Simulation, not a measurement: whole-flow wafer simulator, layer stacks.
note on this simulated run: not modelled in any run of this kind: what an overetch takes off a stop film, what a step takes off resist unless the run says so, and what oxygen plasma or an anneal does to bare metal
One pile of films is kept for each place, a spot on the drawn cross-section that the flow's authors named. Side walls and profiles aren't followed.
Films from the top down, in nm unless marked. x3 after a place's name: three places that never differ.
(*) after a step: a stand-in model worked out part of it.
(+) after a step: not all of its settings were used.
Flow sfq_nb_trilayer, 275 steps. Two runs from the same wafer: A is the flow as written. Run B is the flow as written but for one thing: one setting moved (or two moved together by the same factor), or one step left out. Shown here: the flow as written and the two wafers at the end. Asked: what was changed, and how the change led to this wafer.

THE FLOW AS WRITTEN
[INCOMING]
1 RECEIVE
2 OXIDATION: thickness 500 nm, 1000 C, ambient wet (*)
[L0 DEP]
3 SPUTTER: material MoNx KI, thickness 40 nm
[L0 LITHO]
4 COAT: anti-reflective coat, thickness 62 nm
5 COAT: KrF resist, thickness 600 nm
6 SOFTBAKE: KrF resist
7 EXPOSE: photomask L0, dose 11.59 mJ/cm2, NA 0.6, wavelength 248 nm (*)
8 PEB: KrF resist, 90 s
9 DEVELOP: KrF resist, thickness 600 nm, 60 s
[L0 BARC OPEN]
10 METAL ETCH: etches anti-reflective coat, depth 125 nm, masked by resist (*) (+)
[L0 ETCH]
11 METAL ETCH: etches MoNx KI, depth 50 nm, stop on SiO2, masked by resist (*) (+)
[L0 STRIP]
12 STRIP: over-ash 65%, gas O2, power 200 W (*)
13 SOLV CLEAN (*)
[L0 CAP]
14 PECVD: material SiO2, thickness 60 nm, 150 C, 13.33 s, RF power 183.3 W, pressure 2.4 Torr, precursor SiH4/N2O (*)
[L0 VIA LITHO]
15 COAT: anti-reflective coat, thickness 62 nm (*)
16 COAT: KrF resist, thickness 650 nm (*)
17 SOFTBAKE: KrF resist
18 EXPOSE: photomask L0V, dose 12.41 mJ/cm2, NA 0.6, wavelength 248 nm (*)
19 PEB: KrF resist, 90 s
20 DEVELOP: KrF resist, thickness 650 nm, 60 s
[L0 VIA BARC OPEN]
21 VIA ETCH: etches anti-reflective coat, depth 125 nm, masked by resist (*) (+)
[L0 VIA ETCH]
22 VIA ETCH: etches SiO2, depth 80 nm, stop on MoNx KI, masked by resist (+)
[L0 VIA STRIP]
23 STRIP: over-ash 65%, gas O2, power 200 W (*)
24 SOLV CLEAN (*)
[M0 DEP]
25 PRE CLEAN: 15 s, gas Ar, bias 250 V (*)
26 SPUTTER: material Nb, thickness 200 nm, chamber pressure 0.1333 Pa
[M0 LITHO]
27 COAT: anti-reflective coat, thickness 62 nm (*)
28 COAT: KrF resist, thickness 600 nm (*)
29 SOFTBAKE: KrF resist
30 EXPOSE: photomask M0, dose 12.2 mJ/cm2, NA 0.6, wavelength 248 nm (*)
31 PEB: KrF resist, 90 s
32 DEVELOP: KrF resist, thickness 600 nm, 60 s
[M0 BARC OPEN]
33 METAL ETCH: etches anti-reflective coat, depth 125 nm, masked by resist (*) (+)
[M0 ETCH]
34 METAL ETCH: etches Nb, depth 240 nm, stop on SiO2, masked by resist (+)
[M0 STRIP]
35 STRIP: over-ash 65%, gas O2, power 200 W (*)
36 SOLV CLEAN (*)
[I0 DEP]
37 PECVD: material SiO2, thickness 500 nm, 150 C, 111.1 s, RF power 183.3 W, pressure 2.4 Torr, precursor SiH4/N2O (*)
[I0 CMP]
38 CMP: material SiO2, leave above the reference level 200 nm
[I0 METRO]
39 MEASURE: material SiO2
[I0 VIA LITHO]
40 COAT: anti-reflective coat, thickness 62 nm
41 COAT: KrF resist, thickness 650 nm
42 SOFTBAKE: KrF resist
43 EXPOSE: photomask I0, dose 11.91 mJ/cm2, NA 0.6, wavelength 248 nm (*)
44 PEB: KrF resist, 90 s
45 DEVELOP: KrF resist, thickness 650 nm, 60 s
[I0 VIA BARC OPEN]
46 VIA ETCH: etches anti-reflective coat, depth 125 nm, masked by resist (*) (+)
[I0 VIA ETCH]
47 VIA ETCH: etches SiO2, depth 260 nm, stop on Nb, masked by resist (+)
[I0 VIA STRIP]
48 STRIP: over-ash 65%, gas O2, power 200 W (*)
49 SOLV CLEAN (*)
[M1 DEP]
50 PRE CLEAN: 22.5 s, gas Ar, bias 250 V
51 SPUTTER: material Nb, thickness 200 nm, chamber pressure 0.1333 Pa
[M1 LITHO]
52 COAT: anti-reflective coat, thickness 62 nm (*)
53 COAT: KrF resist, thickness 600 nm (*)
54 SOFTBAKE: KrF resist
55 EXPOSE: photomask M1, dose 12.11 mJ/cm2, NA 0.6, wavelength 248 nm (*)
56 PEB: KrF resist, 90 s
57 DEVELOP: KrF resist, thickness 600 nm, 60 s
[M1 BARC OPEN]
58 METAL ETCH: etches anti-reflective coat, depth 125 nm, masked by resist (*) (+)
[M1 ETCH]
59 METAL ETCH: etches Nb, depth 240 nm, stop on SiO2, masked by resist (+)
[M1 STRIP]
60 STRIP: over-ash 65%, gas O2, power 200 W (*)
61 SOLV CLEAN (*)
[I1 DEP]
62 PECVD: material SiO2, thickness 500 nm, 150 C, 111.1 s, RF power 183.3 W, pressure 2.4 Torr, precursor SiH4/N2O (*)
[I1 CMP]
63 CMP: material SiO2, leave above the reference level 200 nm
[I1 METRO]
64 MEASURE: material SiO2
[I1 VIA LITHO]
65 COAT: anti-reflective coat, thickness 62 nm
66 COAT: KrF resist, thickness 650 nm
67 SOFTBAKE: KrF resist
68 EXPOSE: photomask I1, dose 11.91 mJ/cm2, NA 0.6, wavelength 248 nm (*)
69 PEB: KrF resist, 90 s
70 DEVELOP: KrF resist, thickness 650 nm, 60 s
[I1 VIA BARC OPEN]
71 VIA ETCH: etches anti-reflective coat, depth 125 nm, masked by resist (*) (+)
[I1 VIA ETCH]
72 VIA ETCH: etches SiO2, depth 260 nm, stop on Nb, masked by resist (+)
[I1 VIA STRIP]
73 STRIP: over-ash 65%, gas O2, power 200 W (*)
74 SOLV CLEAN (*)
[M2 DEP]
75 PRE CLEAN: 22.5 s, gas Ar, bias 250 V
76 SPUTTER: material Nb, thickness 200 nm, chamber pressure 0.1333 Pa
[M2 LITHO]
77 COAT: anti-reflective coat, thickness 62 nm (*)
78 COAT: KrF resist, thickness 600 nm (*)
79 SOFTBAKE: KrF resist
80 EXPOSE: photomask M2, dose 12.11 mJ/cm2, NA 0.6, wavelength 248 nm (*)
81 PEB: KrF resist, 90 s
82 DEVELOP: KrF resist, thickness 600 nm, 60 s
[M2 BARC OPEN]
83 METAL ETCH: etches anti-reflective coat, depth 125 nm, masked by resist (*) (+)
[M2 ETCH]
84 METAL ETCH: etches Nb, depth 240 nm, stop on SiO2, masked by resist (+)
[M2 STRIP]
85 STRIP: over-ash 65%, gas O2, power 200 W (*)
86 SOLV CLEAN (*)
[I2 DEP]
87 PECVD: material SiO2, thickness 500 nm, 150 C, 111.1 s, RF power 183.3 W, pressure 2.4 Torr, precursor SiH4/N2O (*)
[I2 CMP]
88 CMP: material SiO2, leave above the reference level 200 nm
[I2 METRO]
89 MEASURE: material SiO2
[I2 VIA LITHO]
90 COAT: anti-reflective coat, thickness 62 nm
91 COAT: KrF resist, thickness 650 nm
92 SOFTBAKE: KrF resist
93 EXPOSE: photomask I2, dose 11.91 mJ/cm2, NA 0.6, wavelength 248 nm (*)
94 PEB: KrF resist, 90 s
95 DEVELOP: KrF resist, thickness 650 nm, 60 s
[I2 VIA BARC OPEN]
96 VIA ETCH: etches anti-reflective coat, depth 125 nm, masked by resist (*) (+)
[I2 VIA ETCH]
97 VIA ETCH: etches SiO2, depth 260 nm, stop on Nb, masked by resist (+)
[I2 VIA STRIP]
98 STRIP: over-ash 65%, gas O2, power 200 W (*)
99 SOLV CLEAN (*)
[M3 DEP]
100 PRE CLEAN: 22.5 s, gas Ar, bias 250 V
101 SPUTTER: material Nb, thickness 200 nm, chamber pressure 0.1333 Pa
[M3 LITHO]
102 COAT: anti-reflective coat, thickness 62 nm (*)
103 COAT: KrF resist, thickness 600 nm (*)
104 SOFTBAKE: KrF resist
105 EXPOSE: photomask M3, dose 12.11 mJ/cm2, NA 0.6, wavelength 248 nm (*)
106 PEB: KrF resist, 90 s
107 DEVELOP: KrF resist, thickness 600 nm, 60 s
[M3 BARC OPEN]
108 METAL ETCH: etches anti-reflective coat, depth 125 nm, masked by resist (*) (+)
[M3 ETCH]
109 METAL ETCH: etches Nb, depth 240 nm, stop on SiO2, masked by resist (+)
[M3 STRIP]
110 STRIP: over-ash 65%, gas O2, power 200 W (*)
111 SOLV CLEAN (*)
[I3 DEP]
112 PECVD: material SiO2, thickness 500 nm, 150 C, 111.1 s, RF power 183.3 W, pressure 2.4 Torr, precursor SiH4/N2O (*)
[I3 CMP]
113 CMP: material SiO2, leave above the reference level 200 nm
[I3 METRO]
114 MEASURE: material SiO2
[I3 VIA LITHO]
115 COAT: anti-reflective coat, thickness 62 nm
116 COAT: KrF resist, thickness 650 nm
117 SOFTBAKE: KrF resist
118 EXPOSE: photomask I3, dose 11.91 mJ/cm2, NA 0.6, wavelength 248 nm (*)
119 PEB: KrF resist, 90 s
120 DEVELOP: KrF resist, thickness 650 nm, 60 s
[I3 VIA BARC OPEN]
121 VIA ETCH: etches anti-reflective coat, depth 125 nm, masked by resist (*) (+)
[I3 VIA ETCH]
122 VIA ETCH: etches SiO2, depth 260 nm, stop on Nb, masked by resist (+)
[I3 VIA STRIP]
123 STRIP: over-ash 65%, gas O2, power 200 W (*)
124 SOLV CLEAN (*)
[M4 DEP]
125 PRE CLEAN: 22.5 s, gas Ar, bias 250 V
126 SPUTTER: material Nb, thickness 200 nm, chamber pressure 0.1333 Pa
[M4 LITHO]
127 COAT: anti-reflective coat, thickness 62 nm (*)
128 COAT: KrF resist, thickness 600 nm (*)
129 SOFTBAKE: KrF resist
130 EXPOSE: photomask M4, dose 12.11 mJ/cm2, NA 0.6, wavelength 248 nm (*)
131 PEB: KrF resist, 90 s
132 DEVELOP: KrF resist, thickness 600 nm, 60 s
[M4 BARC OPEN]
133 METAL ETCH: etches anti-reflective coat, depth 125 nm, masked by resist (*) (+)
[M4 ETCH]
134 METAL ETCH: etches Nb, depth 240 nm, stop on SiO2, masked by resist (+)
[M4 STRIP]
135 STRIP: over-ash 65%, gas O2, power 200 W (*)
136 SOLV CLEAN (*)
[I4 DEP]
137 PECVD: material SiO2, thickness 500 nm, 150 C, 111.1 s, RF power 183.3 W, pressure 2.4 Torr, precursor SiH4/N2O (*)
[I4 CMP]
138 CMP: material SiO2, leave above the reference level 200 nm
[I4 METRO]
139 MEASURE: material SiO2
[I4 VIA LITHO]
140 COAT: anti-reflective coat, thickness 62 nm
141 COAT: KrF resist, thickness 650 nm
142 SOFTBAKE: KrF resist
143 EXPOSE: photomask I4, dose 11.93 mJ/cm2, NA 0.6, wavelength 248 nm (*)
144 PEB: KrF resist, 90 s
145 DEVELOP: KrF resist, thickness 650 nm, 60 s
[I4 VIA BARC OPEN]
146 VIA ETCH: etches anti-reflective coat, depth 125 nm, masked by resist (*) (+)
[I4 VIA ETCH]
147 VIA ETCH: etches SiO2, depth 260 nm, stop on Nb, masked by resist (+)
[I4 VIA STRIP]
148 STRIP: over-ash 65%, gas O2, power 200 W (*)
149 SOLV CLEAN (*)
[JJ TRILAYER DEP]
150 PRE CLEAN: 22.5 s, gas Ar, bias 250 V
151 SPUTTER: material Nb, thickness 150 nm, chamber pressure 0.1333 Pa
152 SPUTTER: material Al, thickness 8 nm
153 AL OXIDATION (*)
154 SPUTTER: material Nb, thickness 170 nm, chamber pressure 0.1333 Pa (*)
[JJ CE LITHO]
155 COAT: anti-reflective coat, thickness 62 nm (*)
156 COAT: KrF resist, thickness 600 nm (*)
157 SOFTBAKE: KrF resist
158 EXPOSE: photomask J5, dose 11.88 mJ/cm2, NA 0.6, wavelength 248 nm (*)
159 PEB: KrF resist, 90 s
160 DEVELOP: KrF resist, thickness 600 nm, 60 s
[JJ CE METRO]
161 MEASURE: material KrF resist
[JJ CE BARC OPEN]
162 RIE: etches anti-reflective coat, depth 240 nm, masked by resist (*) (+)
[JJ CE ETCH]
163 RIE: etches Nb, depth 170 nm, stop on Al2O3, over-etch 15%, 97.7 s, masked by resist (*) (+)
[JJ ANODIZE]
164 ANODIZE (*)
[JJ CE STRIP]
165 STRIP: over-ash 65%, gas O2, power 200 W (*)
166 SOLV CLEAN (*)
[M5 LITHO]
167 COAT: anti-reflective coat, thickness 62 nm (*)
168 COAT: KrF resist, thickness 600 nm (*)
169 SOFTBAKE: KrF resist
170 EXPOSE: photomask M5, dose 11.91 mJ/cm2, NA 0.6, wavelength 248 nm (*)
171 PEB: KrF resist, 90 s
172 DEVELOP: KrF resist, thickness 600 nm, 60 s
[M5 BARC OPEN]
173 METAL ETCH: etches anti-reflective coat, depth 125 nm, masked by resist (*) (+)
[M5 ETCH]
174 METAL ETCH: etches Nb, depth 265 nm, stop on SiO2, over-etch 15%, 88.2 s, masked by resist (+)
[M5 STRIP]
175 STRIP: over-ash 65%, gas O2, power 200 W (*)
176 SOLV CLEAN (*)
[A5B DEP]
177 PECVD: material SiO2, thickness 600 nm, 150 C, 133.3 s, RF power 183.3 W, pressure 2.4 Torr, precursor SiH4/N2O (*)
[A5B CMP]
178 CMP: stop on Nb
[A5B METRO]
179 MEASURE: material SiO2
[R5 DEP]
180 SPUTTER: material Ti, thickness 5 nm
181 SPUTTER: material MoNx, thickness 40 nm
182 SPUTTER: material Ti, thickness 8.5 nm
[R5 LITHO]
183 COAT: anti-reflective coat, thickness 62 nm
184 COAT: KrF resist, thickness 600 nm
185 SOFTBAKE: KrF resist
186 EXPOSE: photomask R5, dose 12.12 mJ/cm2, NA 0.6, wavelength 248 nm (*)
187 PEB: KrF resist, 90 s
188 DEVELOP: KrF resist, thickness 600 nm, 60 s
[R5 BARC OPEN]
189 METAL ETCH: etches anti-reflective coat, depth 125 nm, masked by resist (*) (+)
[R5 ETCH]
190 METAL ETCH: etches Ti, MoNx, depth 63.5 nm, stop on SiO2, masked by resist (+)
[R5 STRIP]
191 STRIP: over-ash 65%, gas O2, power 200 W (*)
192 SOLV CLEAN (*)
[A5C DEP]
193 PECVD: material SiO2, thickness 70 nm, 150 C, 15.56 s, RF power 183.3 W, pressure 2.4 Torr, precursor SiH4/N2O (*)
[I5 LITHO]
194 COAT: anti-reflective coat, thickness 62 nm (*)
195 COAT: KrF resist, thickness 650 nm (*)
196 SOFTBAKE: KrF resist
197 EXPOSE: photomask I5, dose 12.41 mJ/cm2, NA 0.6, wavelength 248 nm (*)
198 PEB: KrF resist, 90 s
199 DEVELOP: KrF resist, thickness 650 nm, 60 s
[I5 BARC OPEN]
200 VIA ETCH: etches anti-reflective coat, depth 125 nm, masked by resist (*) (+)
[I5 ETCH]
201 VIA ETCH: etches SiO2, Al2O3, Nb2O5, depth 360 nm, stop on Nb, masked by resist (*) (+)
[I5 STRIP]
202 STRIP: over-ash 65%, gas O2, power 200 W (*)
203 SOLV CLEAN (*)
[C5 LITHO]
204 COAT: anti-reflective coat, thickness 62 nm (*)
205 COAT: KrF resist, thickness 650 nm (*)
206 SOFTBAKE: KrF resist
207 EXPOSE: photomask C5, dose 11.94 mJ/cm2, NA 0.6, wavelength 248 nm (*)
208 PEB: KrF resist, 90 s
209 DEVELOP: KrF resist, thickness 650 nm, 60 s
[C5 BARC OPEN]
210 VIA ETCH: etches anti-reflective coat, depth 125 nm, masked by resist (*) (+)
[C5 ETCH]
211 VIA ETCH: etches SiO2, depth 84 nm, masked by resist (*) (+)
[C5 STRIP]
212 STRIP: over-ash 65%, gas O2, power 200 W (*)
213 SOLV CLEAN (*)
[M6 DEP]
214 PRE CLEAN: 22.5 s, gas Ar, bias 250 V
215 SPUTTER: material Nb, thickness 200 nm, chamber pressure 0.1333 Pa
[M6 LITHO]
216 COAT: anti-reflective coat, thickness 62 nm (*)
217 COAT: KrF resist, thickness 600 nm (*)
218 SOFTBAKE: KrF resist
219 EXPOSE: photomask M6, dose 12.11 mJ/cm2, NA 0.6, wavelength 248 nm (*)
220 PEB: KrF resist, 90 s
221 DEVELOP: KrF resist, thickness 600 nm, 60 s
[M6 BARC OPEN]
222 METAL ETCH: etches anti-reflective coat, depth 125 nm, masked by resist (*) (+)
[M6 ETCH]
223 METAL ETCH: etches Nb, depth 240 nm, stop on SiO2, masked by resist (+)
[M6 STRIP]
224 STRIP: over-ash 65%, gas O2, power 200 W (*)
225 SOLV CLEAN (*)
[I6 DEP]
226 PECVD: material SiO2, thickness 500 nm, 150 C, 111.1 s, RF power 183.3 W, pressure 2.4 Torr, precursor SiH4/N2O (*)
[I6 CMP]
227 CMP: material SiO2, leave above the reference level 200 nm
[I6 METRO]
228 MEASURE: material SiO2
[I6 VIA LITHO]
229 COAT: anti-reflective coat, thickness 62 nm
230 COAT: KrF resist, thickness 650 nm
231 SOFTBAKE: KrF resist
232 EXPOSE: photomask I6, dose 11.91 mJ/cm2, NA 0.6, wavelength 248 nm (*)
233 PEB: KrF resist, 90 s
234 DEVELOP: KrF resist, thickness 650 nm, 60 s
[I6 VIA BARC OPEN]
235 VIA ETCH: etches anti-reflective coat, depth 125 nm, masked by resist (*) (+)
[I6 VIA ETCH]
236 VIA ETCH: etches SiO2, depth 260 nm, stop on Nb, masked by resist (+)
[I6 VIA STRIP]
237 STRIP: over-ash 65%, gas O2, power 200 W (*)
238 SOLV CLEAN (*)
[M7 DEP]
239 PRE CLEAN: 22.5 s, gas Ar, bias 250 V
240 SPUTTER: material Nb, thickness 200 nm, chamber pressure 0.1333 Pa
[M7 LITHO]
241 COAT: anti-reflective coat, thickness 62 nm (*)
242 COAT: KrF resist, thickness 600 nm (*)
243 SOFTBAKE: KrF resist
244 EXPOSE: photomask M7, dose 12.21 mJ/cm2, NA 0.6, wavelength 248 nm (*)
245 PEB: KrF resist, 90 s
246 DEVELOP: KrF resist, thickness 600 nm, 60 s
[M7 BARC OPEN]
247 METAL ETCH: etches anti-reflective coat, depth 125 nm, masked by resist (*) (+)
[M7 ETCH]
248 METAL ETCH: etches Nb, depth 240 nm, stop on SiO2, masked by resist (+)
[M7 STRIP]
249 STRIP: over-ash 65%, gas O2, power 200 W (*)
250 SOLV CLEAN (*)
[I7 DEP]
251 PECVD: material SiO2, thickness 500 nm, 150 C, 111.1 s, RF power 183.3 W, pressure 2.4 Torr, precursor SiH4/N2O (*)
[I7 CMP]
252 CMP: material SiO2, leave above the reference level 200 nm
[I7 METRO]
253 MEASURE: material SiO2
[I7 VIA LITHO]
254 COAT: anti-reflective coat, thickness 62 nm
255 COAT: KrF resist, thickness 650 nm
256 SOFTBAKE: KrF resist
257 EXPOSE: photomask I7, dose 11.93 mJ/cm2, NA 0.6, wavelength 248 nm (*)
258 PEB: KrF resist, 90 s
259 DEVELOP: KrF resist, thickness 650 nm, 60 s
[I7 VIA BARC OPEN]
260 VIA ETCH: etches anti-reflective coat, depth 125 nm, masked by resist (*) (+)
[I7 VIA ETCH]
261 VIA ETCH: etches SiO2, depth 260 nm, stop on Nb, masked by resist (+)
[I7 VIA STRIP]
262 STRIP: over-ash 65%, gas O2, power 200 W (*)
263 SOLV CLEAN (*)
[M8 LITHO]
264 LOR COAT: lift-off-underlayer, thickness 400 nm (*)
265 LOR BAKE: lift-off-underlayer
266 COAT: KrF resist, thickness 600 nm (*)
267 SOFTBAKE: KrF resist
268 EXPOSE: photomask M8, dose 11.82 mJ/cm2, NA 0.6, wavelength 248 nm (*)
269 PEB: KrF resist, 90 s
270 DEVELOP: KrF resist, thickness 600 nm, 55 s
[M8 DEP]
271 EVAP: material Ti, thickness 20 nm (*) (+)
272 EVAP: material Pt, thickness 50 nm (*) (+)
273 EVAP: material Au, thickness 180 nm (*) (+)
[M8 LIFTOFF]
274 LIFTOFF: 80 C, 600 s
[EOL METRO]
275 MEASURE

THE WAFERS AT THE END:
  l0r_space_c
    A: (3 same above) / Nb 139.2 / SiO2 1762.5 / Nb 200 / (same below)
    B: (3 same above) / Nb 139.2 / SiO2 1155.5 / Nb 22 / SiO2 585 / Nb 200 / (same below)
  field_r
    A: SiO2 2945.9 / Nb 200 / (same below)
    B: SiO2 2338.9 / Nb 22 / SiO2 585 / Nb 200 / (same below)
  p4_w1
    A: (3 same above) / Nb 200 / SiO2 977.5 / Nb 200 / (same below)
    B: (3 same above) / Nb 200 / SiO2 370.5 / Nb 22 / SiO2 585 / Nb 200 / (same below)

The cause: step 84, METAL ETCH: depth 178 nm was run, where the flow has depth 240 nm.

How the change led to this, step by step:
  84 METAL ETCH: etches Nb, depth 240 nm, stop on SiO2, masked by resist (+)
      field_l, be, be_sur and 81 more: A Nb -200 (all of it) | B Nb -178
      v_sur, via_wl, via_w and 19 more: A KrF resist -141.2 | B KrF resist -104.7
  85 STRIP: over-ash 65%, gas O2, power 200 W (*)
      wl_j_sl, wl_jj, wl_j_sr and 12 more: A KrF resist -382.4 (all of it), anti-reflective coat -62 (all of it) | B KrF resist -418.9 (all of it), anti-reflective coat -62 (all of it)
      v_sur: A KrF resist -380 (all of it), anti-reflective coat -61.4 (all of it) | B KrF resist -416.5 (all of it), anti-reflective coat -61.4 (all of it)
      (and at 6 more places)
  87 PECVD: material SiO2, thickness 500 nm, 150 C, 111.1 s, RF power 183.3 W, pressure 2.4 Torr, precursor SiH4/N2O (*)
      field_l, be, be_sur and 81 more: A SiO2 +500 | B SiO2 +500 (new film)
  88 CMP: material SiO2, leave above the reference level 200 nm
      field_l, be, be_sur and 81 more: A SiO2 -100 | B SiO2 -122
Counting metal films that touch as one body, l0r_space_c has 3 bodies (between them, from the top down: SiO2 1155.5; SiO2 585); the flow as written gives 2 bodies (between them, from the top down: SiO2 1762.5).
Counting metal films that touch as one body, field_r has 2 bodies (between them, from the top down: SiO2 585); the flow as written gives 1 body.
Counting metal films that touch as one body, p4_w1 has 4 bodies (between them, from the top down: SiO2 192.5; SiO2 370.5; SiO2 585); the flow as written gives 3 bodies (between them, from the top down: SiO2 192.5; SiO2 977.5).
